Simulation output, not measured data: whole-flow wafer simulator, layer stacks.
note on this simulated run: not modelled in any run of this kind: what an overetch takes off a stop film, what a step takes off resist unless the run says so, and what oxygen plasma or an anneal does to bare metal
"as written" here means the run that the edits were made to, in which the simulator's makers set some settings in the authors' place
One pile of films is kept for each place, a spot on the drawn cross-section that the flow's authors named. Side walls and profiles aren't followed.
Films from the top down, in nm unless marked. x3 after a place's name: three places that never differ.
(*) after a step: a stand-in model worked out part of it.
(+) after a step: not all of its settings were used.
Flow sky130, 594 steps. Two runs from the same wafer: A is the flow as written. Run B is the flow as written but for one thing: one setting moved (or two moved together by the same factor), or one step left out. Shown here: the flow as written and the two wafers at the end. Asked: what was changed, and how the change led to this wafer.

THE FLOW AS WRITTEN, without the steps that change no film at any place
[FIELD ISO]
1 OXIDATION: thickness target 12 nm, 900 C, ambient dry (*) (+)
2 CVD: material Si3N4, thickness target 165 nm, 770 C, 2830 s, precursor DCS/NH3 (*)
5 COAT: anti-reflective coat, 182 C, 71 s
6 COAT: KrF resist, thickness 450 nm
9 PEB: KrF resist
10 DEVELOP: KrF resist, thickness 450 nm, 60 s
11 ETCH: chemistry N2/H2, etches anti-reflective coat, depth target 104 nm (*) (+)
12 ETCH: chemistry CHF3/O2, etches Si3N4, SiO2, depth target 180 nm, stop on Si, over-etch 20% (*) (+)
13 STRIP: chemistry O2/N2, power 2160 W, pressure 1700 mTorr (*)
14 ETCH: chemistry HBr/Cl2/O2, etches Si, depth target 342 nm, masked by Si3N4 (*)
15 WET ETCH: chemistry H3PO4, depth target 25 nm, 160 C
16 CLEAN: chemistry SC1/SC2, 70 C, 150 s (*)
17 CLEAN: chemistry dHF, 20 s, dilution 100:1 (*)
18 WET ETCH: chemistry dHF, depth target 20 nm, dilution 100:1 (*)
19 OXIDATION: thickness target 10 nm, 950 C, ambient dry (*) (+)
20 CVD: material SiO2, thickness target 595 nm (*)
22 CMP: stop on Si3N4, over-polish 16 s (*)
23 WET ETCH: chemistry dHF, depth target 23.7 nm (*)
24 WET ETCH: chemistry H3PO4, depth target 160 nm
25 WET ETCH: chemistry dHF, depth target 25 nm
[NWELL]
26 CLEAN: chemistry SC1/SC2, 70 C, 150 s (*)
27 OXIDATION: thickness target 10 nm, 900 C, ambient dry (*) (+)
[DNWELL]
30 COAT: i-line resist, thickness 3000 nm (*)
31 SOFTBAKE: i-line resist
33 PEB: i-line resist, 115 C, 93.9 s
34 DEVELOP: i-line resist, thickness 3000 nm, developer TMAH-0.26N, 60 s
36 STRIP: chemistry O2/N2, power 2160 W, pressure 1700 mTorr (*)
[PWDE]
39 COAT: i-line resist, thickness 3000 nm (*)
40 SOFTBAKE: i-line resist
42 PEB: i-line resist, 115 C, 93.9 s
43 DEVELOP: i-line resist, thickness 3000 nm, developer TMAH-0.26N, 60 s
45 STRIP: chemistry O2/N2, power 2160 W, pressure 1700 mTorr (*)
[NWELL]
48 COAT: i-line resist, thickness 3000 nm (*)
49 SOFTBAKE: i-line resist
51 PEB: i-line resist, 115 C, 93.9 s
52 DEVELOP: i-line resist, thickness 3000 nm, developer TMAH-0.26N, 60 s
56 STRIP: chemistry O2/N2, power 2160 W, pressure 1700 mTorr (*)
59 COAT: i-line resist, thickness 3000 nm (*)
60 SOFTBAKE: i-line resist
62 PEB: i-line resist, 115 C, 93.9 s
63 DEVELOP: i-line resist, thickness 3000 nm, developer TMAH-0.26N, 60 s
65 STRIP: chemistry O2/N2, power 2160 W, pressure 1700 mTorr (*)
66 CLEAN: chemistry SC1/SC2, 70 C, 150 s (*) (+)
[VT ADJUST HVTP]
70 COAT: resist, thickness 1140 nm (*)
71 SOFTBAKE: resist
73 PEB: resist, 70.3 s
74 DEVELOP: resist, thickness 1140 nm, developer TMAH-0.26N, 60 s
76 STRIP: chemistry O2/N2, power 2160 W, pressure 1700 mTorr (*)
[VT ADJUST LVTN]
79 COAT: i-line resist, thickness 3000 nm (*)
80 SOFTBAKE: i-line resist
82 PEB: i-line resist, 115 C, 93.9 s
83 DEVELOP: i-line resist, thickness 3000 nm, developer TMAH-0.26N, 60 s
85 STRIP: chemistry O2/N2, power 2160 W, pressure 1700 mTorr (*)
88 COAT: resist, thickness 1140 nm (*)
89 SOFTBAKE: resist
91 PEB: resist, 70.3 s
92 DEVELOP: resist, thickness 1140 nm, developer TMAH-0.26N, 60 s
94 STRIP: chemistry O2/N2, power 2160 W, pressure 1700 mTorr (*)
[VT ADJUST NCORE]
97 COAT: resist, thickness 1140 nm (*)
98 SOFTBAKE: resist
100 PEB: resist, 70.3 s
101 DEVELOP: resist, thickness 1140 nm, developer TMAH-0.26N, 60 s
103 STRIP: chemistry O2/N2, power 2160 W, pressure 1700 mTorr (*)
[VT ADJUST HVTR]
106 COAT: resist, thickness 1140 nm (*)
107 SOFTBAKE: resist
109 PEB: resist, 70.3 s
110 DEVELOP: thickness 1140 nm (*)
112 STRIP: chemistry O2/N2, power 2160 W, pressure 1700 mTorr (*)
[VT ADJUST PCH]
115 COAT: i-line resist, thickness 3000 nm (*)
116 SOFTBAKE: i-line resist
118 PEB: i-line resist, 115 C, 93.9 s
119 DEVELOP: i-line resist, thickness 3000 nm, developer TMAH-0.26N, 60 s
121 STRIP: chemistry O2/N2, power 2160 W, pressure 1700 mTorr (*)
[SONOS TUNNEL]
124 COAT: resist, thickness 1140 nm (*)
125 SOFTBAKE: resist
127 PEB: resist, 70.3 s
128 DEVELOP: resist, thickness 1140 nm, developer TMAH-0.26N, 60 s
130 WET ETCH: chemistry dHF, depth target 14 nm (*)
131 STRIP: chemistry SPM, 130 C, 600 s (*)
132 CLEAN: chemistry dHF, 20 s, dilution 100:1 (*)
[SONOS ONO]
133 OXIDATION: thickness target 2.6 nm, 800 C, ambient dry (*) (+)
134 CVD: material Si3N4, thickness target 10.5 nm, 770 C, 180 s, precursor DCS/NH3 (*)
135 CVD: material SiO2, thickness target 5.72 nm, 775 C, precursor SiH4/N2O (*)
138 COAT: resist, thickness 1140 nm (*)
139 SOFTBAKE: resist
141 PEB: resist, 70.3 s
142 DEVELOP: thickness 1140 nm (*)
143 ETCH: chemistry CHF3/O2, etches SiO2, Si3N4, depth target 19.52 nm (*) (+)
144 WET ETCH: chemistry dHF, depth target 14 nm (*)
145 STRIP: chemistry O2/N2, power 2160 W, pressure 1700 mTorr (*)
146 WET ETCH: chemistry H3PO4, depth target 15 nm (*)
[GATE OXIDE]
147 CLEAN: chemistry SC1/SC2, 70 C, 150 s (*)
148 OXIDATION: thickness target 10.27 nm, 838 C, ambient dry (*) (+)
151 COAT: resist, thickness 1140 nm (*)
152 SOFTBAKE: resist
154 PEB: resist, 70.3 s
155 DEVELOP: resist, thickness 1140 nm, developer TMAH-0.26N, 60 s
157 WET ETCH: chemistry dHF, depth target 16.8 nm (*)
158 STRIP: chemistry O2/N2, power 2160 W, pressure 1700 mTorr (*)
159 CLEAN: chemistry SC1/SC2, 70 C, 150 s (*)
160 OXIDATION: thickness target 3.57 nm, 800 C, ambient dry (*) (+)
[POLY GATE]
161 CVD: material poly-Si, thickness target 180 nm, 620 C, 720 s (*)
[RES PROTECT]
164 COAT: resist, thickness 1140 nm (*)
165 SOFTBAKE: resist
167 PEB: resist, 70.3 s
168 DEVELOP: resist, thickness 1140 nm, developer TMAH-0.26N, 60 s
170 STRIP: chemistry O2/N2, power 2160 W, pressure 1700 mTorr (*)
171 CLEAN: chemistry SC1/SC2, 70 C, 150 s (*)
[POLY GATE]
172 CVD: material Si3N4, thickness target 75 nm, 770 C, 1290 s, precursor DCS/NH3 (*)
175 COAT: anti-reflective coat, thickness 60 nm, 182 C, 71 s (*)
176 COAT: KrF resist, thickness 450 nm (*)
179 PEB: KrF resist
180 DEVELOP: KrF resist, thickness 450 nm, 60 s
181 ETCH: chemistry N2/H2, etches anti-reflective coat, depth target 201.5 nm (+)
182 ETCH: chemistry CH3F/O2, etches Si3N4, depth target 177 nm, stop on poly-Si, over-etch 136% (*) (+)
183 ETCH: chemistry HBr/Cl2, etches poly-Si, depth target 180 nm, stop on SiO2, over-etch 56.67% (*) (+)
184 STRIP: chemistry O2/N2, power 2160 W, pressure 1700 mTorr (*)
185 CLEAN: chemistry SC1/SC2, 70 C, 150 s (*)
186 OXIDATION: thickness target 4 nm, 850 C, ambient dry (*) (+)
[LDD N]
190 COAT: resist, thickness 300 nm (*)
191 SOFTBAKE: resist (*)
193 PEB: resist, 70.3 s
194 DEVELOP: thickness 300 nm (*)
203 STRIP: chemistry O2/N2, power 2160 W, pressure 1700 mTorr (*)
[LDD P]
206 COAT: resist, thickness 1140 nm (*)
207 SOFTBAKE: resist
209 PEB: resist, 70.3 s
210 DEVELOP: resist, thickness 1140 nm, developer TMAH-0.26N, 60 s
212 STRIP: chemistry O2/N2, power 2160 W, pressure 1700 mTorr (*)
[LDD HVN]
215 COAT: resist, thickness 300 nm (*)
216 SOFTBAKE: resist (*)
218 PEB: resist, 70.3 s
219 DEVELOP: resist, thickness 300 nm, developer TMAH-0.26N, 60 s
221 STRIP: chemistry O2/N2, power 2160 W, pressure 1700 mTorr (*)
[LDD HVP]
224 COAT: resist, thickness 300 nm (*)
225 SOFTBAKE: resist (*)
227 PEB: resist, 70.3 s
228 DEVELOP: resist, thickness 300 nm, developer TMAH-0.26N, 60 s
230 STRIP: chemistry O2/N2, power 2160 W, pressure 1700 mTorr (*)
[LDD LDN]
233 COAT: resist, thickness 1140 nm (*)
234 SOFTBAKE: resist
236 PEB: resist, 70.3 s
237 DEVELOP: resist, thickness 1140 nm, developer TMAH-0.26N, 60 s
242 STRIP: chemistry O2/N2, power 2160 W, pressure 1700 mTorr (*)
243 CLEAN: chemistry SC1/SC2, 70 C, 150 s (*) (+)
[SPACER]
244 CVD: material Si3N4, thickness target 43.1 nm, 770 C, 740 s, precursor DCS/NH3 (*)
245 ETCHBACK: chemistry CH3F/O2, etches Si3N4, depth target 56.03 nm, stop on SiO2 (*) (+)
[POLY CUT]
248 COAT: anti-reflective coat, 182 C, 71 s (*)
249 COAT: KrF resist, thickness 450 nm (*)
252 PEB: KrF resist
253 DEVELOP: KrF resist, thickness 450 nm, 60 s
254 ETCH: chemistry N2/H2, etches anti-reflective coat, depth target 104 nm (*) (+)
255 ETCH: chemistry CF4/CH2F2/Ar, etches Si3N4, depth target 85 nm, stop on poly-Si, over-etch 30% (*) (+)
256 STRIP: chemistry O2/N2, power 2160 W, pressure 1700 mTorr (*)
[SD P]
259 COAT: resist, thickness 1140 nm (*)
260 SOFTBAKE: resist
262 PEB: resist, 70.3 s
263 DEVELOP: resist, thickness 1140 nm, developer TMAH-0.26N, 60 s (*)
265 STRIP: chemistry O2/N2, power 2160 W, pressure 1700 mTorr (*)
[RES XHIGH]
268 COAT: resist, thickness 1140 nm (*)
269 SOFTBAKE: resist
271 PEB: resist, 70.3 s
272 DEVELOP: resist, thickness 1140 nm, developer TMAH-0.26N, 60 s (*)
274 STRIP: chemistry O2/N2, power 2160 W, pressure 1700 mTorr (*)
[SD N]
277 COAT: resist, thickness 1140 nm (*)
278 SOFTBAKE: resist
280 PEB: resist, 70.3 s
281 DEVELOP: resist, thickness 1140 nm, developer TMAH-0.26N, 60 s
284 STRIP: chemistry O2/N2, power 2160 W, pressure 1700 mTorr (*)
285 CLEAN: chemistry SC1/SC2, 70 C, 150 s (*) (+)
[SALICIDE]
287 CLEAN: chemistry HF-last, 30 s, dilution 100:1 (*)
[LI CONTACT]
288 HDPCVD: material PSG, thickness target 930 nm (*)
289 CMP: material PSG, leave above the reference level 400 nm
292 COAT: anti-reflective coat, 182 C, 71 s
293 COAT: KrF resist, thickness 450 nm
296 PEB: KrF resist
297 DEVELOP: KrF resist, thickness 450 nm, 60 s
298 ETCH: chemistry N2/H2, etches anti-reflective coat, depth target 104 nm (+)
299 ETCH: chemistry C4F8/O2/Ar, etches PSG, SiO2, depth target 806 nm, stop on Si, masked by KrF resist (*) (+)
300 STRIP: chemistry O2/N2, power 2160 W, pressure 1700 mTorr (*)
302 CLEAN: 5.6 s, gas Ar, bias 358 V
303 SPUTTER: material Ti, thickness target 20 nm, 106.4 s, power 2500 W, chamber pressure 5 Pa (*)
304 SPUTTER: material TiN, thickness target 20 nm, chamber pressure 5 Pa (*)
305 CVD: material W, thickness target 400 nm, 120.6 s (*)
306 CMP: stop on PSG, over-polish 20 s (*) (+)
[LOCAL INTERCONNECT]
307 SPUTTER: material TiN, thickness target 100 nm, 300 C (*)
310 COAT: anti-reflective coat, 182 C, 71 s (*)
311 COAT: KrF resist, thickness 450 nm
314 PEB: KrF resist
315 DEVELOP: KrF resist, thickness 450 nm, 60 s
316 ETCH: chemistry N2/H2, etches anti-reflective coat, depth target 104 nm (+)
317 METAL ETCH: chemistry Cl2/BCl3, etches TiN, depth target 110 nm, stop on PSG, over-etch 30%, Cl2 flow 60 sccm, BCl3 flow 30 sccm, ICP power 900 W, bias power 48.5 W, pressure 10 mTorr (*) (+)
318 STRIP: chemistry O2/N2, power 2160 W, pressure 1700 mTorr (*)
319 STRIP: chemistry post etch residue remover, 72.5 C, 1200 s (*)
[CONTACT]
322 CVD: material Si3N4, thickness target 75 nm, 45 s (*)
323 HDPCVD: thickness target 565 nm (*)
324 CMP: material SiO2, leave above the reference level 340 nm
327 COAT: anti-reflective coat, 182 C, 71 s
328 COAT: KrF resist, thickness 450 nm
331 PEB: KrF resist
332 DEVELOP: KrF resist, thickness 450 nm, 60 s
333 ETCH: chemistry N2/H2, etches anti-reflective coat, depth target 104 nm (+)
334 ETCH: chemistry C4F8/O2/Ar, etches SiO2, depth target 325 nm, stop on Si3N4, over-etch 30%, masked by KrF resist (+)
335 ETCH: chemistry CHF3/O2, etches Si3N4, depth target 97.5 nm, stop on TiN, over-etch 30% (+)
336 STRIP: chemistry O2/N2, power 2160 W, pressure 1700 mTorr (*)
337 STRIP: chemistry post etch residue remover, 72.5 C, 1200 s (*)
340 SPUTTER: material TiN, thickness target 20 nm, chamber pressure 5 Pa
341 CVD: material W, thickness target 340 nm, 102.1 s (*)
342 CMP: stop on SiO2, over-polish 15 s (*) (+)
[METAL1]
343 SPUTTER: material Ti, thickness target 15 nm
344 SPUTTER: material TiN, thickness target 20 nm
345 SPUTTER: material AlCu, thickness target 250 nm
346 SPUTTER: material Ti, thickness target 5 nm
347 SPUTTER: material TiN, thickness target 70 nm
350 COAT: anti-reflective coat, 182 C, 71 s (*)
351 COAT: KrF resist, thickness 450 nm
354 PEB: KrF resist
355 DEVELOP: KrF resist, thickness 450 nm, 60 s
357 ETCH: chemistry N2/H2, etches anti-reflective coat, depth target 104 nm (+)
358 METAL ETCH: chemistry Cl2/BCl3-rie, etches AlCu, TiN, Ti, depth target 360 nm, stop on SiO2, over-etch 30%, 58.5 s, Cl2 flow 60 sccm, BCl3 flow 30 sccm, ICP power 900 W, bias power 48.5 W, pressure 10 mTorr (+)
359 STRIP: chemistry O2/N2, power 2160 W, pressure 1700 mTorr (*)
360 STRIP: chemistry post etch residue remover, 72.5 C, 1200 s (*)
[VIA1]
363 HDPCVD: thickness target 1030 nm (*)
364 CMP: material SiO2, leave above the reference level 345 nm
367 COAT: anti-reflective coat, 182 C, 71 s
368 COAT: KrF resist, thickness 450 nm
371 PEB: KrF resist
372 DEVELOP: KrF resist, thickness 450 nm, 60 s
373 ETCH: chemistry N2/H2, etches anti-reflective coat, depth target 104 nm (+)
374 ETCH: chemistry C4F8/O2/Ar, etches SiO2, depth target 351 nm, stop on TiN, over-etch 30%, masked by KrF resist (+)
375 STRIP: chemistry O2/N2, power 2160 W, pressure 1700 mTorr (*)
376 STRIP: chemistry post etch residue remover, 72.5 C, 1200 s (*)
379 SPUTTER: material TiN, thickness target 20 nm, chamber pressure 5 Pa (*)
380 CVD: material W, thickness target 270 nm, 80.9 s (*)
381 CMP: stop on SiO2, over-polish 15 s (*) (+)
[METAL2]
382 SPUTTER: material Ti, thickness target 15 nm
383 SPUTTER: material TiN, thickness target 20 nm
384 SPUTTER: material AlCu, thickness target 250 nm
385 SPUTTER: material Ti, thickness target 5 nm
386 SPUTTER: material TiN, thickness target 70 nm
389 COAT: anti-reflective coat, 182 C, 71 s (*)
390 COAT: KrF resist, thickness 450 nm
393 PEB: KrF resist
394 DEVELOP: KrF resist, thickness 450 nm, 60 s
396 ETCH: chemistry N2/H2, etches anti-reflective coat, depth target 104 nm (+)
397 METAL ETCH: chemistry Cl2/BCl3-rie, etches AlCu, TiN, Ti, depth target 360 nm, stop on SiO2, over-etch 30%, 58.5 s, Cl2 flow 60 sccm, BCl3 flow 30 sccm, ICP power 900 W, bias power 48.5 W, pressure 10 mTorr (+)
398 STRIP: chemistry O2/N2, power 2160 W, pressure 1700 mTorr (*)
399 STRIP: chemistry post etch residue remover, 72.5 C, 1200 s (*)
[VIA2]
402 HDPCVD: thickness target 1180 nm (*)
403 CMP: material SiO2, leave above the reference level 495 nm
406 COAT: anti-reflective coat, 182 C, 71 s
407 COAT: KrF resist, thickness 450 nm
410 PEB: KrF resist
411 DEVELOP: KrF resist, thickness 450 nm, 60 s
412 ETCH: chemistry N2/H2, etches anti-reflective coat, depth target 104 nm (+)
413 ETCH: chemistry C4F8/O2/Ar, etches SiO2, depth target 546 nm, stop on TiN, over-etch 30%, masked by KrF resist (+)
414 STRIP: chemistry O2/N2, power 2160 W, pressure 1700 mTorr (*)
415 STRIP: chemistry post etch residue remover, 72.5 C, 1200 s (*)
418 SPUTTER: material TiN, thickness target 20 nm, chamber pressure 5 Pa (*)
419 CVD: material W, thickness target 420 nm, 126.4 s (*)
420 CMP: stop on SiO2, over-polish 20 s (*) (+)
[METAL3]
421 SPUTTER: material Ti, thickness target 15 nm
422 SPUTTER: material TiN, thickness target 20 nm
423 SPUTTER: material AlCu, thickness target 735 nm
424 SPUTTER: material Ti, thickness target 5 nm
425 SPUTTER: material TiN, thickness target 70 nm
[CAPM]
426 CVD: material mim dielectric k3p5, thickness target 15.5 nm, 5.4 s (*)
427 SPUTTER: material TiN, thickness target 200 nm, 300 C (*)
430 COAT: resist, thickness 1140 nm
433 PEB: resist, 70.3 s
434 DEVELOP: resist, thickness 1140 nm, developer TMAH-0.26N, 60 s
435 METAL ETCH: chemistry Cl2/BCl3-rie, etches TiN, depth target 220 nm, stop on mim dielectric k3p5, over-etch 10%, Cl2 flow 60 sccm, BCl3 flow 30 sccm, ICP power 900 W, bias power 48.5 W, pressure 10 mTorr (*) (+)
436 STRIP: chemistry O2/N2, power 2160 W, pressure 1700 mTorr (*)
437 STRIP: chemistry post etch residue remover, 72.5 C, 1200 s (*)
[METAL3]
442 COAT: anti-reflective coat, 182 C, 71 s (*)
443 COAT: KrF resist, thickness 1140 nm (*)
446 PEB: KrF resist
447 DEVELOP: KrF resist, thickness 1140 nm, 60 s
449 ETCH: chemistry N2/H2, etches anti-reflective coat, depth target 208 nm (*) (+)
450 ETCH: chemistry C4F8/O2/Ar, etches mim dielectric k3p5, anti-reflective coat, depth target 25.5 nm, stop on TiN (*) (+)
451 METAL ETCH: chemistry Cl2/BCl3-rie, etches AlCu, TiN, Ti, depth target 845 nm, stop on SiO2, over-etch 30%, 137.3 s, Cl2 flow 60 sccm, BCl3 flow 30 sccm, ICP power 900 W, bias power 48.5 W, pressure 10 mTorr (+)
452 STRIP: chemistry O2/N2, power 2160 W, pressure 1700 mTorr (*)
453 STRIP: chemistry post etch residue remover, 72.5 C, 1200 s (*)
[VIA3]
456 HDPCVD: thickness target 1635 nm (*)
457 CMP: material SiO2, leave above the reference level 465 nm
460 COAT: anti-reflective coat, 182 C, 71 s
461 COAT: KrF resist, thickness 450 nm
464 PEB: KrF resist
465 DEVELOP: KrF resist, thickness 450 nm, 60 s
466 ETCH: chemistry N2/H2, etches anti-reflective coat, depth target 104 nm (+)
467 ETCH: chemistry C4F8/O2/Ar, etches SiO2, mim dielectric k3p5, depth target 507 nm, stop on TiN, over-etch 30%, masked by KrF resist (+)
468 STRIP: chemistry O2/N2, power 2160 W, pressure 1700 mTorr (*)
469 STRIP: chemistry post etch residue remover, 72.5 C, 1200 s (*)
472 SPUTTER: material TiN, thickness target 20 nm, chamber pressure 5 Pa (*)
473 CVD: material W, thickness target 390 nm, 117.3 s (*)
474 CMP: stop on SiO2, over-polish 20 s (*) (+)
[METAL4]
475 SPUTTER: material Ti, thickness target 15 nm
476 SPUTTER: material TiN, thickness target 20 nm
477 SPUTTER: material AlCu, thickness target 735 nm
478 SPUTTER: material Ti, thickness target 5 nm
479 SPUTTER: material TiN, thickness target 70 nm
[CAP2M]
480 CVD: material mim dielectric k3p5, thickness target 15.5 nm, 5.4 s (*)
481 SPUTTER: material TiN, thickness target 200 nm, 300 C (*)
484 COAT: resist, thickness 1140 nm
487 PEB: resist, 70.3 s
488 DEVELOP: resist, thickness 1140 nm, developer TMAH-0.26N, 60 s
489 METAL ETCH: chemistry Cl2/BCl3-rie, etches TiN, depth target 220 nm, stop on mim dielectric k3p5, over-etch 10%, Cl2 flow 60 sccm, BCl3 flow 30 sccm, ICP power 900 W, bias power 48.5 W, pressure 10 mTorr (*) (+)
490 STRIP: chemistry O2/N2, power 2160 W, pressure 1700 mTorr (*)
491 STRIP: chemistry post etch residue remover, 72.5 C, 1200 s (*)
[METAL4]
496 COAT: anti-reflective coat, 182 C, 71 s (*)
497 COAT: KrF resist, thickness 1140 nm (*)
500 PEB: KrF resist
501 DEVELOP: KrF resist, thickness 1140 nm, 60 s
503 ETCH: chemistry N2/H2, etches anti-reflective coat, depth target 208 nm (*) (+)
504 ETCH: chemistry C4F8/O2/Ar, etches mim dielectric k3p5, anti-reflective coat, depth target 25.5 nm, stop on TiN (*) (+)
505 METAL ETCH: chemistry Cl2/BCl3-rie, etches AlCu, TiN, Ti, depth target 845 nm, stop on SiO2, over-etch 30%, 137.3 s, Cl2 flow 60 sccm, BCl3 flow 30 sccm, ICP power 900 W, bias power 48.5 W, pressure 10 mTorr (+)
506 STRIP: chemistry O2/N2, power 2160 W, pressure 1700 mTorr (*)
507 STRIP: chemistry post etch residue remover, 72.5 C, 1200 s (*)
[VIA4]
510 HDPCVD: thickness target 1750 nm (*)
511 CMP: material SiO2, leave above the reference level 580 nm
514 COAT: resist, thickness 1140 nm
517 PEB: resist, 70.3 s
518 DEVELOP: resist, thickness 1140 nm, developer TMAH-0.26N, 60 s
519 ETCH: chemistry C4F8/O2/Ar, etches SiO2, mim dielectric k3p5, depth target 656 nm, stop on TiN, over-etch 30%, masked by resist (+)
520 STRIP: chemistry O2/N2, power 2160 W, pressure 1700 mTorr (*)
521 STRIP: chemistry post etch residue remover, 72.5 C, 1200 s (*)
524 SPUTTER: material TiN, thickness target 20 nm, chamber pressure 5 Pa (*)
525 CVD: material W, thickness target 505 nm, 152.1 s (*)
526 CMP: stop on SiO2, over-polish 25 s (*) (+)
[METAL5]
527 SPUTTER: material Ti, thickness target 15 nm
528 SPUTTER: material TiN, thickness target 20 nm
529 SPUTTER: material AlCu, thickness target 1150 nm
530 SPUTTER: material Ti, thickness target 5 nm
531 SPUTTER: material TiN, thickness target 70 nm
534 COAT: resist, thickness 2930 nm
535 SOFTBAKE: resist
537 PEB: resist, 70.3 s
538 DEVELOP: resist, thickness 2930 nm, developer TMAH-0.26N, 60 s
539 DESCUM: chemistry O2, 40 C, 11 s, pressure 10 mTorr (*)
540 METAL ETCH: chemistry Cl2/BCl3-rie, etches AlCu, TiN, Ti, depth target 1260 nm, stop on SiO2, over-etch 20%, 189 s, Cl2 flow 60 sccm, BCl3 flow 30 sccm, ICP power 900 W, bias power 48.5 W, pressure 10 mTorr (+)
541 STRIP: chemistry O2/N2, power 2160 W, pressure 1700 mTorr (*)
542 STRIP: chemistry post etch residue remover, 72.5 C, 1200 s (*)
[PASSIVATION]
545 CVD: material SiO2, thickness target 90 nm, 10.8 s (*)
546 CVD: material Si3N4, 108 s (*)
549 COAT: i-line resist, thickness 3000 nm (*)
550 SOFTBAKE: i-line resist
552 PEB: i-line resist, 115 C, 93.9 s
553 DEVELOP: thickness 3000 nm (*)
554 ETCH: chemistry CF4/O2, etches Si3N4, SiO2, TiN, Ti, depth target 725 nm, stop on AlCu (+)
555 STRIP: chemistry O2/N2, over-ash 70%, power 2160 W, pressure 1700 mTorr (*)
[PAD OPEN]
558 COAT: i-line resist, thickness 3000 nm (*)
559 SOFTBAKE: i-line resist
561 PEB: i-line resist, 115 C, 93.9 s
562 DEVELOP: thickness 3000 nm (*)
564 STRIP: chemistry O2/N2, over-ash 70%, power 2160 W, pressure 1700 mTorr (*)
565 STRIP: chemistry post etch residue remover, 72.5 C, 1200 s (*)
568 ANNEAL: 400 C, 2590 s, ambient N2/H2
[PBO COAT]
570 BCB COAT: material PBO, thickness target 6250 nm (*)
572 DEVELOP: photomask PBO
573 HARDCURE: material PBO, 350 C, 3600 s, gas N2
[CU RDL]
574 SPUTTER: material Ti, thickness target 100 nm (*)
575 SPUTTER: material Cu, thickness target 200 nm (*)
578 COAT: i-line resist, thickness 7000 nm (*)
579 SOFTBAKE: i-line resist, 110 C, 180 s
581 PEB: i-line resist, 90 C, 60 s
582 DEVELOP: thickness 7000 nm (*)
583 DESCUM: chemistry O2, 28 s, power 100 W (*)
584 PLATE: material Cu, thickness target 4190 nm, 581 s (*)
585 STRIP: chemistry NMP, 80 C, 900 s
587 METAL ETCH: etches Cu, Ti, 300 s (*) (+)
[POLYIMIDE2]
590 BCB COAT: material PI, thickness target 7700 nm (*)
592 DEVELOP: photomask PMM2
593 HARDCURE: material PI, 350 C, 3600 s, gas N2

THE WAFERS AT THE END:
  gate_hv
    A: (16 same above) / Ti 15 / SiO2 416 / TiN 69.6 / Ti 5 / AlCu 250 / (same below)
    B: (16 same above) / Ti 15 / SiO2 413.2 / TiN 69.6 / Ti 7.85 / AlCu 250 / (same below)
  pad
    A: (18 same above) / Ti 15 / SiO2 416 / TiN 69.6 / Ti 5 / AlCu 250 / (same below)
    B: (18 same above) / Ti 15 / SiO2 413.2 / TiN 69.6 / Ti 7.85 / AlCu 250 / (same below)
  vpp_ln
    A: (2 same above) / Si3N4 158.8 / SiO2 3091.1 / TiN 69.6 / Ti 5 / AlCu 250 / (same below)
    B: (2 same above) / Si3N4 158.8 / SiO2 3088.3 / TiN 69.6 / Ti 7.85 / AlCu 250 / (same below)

The cause: step 385, SPUTTER: thickness target 7.85 nm was run, where the flow has thickness target 5 nm.
It can be read off the wafer: gate_hv has Ti 7.85, and step 385 as written asks for 5 nm.

How the change led to this, step by step:
  385 SPUTTER: material Ti, thickness target 5 nm
      field, active, n_well and 188 more: A Ti +5 (new film) | B Ti +7.85 (new film)
  397 METAL ETCH: chemistry Cl2/BCl3-rie, etches AlCu, TiN, Ti, depth target 360 nm, stop on SiO2, over-etch 30%, 58.5 s, Cl2 flow 60 sccm, BCl3 flow 30 sccm, ICP power 900 W, bias power 48.5 W, pressure 10 mTorr (+)
      field, active, gate and 82 more: A TiN -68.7 (all of it), Ti -5 (all of it), AlCu -250 (all of it), TiN -20 (all of it), Ti -15 (all of it), SiO2 -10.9 | B TiN -68.7 (all of it), Ti -7.85 (all of it), AlCu -250 (all of it), TiN -20 (all of it), Ti -15 (all of it), SiO2 -10.6
